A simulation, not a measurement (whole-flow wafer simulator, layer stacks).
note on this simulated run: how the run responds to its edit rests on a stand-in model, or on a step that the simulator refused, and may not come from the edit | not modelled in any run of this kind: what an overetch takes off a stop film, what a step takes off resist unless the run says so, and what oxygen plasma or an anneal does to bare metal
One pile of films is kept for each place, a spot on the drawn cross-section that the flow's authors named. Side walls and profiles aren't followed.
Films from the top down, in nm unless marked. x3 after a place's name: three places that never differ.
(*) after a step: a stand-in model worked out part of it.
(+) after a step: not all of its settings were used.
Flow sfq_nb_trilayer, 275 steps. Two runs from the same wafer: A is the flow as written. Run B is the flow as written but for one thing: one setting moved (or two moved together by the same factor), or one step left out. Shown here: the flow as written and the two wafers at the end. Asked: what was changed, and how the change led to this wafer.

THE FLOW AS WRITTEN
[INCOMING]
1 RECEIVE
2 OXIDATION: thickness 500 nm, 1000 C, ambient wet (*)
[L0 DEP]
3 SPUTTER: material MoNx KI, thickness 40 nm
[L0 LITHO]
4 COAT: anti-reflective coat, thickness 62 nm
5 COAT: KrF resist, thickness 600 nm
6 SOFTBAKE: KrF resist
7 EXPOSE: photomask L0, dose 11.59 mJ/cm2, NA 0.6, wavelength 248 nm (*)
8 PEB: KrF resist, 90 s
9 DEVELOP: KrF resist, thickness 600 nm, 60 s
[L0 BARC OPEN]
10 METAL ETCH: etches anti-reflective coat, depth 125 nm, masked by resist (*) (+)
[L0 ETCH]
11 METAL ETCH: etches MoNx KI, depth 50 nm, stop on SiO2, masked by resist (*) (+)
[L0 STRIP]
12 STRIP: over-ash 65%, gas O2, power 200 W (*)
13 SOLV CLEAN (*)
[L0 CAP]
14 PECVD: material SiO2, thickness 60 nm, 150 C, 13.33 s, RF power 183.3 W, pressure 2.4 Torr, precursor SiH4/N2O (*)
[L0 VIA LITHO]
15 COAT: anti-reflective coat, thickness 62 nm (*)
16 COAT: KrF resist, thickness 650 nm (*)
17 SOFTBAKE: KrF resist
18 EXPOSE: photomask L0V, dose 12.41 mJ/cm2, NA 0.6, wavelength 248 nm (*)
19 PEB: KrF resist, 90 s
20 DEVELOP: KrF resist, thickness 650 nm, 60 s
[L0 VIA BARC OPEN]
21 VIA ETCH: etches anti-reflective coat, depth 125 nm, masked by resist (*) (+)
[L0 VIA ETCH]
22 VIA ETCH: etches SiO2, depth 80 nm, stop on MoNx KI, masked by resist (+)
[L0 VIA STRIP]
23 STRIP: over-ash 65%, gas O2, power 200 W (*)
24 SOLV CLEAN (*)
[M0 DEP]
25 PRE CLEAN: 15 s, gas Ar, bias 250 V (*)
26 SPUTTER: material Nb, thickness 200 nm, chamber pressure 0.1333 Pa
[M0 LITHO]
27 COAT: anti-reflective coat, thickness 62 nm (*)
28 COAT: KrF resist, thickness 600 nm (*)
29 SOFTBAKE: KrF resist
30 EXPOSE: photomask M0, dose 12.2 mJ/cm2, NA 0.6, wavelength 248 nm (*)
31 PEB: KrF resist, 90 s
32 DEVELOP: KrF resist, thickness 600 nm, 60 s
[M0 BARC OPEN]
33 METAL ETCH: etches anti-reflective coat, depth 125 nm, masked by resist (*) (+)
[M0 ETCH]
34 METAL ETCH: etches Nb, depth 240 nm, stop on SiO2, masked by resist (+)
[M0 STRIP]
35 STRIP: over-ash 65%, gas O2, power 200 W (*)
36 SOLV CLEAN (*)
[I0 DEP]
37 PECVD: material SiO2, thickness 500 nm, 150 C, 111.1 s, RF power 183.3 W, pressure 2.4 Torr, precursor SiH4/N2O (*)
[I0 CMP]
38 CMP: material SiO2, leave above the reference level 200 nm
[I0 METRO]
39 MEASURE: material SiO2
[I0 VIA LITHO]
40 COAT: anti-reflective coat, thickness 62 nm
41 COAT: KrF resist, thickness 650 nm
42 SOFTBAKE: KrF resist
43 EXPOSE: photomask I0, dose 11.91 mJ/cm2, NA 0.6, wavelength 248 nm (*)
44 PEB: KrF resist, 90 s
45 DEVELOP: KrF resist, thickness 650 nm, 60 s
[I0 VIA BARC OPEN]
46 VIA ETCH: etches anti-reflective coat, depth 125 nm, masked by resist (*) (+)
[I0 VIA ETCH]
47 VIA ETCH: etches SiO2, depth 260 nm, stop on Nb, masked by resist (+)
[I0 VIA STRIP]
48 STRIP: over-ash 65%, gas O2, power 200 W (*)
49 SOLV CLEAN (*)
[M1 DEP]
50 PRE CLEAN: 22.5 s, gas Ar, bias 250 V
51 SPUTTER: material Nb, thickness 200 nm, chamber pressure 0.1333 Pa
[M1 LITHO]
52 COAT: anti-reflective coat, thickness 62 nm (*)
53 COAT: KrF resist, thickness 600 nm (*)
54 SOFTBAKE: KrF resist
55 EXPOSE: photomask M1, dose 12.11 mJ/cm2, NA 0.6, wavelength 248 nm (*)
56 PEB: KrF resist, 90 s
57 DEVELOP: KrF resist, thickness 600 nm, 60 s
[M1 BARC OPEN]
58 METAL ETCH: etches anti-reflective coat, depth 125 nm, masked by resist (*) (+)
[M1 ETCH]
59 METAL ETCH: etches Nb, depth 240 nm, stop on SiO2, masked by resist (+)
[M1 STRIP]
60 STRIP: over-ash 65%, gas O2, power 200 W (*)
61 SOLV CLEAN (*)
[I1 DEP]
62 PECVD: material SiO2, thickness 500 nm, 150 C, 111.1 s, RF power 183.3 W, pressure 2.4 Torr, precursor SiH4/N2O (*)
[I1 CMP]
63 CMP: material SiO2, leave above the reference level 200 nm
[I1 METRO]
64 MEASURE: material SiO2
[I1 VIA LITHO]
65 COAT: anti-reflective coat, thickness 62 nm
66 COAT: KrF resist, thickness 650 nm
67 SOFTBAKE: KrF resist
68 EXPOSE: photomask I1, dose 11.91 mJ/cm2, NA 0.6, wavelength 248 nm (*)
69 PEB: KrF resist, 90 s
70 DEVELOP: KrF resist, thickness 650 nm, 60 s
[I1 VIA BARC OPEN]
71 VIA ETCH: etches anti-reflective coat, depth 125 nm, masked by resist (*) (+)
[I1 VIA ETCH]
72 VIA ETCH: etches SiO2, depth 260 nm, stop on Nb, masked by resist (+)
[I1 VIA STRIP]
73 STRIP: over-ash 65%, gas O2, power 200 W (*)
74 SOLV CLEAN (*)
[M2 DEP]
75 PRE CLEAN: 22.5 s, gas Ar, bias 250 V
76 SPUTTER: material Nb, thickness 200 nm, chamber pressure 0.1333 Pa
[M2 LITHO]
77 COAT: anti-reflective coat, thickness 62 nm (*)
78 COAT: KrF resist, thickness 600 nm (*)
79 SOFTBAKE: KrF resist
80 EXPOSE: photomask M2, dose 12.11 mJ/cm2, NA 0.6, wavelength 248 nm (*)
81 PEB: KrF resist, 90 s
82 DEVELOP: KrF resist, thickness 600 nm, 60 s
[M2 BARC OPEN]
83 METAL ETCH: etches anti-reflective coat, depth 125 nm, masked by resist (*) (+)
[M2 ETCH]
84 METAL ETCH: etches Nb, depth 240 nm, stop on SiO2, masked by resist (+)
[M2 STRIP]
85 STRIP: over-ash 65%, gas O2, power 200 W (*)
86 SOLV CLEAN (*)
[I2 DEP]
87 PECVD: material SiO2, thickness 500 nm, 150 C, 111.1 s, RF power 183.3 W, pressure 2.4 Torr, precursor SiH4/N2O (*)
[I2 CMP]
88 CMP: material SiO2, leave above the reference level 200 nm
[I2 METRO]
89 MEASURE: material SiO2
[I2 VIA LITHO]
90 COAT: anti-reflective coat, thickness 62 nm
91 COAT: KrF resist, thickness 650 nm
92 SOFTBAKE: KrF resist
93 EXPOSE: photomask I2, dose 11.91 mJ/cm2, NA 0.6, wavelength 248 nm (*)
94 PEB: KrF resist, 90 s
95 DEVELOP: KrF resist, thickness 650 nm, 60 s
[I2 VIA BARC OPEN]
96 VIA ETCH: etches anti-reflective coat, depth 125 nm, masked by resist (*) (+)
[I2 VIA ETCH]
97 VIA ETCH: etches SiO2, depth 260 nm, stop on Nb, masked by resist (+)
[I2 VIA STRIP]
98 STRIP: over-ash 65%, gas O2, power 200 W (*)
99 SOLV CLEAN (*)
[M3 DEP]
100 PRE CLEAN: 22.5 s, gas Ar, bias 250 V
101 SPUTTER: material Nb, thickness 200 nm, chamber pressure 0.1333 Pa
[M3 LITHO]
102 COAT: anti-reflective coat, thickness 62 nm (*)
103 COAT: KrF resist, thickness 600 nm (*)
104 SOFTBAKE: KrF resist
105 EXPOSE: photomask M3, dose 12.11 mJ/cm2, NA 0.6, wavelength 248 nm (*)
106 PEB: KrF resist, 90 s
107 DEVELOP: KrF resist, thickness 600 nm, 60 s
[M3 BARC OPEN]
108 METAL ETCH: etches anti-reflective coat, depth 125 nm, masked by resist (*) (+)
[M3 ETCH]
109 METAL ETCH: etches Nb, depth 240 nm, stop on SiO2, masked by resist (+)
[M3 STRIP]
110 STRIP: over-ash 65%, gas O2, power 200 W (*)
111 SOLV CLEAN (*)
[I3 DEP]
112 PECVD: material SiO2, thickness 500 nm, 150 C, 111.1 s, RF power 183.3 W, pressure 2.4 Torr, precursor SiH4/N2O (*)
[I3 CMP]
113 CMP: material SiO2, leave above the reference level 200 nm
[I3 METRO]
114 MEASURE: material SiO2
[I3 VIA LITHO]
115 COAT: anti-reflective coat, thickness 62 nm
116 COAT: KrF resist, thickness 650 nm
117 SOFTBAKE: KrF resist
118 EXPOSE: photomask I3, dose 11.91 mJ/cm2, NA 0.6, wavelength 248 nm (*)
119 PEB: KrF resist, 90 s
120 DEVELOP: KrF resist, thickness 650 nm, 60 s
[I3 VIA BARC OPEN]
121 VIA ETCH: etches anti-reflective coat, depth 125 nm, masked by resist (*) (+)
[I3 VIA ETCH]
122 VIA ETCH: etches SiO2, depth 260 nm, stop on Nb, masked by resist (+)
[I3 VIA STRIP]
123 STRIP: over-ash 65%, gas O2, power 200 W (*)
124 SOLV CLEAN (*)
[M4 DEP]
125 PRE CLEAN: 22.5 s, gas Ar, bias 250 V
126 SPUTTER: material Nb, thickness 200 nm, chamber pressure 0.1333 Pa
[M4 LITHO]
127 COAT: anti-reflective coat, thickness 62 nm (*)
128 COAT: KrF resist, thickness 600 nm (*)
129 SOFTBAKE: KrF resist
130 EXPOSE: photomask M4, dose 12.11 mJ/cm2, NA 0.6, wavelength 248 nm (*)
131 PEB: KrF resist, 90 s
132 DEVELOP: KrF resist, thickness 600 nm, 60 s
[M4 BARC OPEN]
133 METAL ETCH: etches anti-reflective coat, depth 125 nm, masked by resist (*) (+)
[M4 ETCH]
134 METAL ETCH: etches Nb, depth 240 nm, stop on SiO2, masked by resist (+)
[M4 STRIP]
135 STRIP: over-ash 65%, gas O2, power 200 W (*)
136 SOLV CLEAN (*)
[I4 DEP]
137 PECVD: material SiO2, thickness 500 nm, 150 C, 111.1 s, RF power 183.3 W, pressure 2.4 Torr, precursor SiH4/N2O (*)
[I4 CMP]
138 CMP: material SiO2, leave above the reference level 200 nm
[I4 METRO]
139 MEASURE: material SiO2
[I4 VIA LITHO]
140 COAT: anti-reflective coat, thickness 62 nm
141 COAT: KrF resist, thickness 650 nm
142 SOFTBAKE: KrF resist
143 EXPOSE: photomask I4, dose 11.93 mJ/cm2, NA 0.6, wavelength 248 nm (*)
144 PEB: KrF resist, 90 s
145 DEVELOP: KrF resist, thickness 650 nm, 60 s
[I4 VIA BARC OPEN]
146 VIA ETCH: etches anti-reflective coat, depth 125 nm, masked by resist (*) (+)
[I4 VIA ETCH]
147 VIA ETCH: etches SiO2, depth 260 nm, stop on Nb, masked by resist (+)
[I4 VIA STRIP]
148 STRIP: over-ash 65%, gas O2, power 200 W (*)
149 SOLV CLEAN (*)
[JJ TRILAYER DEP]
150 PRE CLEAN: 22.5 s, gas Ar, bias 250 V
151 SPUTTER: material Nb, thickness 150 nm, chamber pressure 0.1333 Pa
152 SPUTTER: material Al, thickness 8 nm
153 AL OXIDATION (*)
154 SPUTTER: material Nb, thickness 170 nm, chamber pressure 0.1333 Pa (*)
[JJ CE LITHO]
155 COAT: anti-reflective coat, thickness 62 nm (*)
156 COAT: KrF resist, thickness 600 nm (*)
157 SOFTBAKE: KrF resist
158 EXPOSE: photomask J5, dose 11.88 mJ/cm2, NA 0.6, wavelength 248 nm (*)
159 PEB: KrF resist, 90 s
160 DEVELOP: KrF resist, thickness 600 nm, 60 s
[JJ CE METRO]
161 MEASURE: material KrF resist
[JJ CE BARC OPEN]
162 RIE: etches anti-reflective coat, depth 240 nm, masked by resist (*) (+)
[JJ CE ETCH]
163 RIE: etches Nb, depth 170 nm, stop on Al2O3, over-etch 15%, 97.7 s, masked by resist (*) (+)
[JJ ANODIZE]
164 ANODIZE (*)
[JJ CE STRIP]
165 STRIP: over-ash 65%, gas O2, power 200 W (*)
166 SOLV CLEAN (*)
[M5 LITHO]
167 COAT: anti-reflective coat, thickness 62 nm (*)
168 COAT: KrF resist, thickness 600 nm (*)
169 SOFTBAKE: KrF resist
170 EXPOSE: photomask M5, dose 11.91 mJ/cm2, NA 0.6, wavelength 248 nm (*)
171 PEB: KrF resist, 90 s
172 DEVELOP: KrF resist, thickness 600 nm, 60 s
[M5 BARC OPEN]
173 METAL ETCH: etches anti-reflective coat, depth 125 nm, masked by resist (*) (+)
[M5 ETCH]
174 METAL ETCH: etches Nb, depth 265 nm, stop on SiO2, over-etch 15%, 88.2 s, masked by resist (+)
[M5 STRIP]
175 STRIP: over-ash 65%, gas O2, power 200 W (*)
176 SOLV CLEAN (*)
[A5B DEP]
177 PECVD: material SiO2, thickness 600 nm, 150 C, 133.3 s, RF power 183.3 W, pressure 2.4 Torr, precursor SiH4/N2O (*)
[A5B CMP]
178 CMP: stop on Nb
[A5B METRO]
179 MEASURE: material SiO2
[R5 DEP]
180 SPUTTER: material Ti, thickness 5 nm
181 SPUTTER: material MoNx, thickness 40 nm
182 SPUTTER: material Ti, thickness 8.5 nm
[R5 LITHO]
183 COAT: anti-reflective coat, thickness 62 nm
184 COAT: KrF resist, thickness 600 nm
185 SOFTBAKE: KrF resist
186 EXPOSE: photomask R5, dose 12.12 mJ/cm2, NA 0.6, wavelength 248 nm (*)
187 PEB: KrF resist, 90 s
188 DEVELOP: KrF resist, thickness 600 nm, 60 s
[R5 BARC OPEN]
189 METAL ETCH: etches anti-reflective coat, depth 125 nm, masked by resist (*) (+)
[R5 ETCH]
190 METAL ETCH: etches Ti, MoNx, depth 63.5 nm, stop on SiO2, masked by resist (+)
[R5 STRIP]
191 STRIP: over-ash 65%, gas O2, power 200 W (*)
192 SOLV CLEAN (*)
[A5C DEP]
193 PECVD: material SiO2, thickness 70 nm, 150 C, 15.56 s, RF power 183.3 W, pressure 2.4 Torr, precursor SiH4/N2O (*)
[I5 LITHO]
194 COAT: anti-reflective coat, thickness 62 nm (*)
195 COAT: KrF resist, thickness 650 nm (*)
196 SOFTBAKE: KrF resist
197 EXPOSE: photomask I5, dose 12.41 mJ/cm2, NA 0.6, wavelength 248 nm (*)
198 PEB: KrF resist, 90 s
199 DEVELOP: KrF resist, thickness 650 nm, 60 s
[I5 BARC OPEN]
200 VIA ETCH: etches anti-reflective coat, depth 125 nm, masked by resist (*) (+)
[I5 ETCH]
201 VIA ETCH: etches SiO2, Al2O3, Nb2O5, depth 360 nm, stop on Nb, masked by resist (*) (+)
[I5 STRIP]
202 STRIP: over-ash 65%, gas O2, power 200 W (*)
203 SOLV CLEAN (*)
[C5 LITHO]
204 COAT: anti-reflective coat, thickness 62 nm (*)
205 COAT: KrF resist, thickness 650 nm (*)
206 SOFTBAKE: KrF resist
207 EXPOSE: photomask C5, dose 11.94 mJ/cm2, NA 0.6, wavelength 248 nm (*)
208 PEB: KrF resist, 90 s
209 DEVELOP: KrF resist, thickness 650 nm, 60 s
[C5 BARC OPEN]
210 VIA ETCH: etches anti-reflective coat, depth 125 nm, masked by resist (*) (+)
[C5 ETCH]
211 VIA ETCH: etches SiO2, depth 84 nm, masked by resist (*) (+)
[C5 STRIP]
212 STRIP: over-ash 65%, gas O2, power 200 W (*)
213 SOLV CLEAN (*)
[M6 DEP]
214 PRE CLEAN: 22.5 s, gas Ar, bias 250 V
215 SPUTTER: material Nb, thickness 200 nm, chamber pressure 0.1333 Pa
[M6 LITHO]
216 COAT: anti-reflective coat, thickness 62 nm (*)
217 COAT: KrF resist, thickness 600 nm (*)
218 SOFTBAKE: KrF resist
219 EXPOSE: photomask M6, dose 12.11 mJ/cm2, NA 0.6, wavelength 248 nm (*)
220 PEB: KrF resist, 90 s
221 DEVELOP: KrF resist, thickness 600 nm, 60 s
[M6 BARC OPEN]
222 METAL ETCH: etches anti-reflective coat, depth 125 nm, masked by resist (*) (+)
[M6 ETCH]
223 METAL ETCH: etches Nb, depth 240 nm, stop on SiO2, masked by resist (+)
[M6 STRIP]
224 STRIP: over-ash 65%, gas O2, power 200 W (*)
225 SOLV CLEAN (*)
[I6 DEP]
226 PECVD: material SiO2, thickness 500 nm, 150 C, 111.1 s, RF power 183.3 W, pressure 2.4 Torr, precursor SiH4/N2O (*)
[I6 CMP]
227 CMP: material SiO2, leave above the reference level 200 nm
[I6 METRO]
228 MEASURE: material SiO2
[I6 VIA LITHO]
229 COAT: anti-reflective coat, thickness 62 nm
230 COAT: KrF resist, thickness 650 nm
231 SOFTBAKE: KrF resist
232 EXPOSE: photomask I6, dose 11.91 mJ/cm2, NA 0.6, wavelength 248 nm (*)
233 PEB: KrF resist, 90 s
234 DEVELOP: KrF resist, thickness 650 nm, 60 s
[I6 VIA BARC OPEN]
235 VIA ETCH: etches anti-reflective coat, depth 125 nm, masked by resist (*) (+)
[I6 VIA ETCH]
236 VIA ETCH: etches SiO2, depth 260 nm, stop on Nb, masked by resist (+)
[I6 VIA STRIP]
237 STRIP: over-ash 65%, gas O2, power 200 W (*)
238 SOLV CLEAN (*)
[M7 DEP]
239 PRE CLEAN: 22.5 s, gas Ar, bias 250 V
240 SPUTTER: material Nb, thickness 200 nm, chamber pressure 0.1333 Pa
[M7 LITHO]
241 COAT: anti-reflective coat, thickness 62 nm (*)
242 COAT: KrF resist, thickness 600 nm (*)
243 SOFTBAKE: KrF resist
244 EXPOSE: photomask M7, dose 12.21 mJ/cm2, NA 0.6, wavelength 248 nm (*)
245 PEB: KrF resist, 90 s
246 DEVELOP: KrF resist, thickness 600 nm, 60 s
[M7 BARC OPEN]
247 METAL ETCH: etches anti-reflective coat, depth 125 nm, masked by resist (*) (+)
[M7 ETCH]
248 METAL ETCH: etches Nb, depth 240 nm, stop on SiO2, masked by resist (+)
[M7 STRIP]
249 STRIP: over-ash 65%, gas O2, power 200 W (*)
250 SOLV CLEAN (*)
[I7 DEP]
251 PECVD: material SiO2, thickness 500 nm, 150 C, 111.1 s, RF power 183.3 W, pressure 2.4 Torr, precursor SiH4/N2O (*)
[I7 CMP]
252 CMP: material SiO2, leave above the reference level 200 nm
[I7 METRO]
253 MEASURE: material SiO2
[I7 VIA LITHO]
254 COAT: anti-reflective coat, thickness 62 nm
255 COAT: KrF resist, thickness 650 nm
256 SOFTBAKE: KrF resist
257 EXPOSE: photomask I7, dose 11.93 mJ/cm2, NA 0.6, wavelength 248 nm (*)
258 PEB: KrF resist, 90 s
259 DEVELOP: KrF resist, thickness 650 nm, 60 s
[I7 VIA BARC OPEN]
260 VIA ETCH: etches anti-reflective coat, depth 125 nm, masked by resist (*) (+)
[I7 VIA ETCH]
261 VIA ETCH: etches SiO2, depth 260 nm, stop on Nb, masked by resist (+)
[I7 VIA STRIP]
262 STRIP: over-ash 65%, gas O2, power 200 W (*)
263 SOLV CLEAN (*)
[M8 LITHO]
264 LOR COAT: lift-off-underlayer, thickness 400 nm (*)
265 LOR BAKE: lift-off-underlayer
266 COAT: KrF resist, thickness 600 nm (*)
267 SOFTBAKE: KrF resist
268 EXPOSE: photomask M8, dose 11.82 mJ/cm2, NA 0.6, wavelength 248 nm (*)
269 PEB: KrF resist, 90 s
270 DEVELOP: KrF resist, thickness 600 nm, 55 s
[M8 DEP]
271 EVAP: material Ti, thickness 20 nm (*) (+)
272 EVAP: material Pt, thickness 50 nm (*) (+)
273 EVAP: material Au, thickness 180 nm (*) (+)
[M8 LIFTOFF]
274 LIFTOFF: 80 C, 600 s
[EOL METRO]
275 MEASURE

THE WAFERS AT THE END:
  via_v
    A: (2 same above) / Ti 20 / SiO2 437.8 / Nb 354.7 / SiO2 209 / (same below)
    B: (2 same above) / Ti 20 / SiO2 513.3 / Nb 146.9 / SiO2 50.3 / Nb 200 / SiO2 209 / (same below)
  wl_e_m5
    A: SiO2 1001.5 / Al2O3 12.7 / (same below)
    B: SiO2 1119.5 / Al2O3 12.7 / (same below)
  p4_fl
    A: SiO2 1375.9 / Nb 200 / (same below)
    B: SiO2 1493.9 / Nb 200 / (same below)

The cause: step 227, CMP: leave above the reference level 318 nm was run, where the flow has leave above the reference level 200 nm.

How the change led to this, step by step:
  227 CMP: material SiO2, leave above the reference level 200 nm
      field_l, p4_fl, p4_fm and 59 more: A SiO2 -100 | B nothing
      moat, field_r, lsp_l, ln_m5, lsp_m: A SiO2 -93.6 | B nothing
      (and at 39 more places)
  229 COAT: anti-reflective coat, thickness 62 nm
      m0r_space_l, m0r_space_r, m7r_space_l, m7r_space_r: A anti-reflective coat +62 (new film) | B anti-reflective coat +64.7 (new film)
      wl_c_sr, wl_f_sl, wl_f_sr: A anti-reflective coat +62 (new film) | B anti-reflective coat +64.6 (new film)
      (and at 25 more places)
  236 VIA ETCH: etches SiO2, depth 260 nm, stop on Nb, masked by resist (+)
      via_v: A SiO2 -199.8 (all of it) | B SiO2 -260
  237 STRIP: over-ash 65%, gas O2, power 200 W (*)
      m0r_space_l, m0r_space_r, m7r_space_l, m7r_space_r: A KrF resist -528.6 (all of it), anti-reflective coat -62 (all of it) | B KrF resist -531.2 (all of it), anti-reflective coat -64.7 (all of it)
      wl_c_sr, wl_f_sl: A KrF resist -528.6 (all of it), anti-reflective coat -62 (all of it) | B KrF resist -530.8 (all of it), anti-reflective coat -64.6 (all of it)
      (and at 26 more places)
  239 PRE CLEAN: 22.5 s, gas Ar, bias 250 V
      via_v: A Nb -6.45 | B SiO2 -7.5
  240 SPUTTER: material Nb, thickness 200 nm, chamber pressure 0.1333 Pa
      via_v: A Nb +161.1 | B Nb +146.9 (new film)
  241 COAT: anti-reflective coat, thickness 62 nm (*)
      wl_c_sl, wl_c_sr, wl_f_sl, wl_f_sr, m0r_space_r, m7r_space_r: A anti-reflective coat +62 (new film) | B anti-reflective coat +64.3 (new film)
      ce_r, sp_r: A anti-reflective coat +61.6 (new film) | B anti-reflective coat +60.3 (new film)
      (and at 38 more places)
  242 COAT: KrF resist, thickness 600 nm (*)
      via_v: A KrF resist +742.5 (new film) | B KrF resist +798.5 (new film)
  247 METAL ETCH: etches anti-reflective coat, depth 125 nm, masked by resist (*) (+)
      wl_c_sl, wl_c_sr, m0r_space_r, m7r_space_r: A anti-reflective coat -62 (all of it) | B anti-reflective coat -64.3 (all of it)
      m0r_space_l, m7r_space_l: A anti-reflective coat -62 (all of it) | B anti-reflective coat -64.4 (all of it)
      (and at 12 more places)
  249 STRIP: over-ash 65%, gas O2, power 200 W (*)
      v_sur: A KrF resist -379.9 (all of it), anti-reflective coat -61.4 (all of it) | B KrF resist -373.7 (all of it), anti-reflective coat -56.8 (all of it)
      via_wl: A KrF resist -379.3 (all of it), anti-reflective coat -61.3 (all of it) | B KrF resist -371.4 (all of it), anti-reflective coat -59.5 (all of it)
      (and at 27 more places)
  251 PECVD: material SiO2, thickness 500 nm, 150 C, 111.1 s, RF power 183.3 W, pressure 2.4 Torr, precursor SiH4/N2O (*)
      via_v: A SiO2 +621 (new film) | B SiO2 +670.3 (new film)
  252 CMP: material SiO2, leave above the reference level 200 nm
      field_l, p4_fl, p4_fm and 46 more: A SiO2 -100 | B SiO2 -82
      wl_a_sr, wl_b_sl, wl_b_m5 and 8 more: A SiO2 -300 | B SiO2 -282
      (and at 11 more places)
Counting metal films that touch as one body, via_v has 7 bodies (between them, from the top down: SiO2 513.3; SiO2 50.3; SiO2 209 / Al2O3 12.7 / Nb2O5 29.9; SiO2 425.9; SiO2 416.9; SiO2 192.5); the flow as written gives 6 bodies (between them, from the top down: SiO2 437.8; SiO2 209 / Al2O3 12.7 / Nb2O5 29.9; SiO2 425.9; SiO2 416.9; SiO2 192.5).
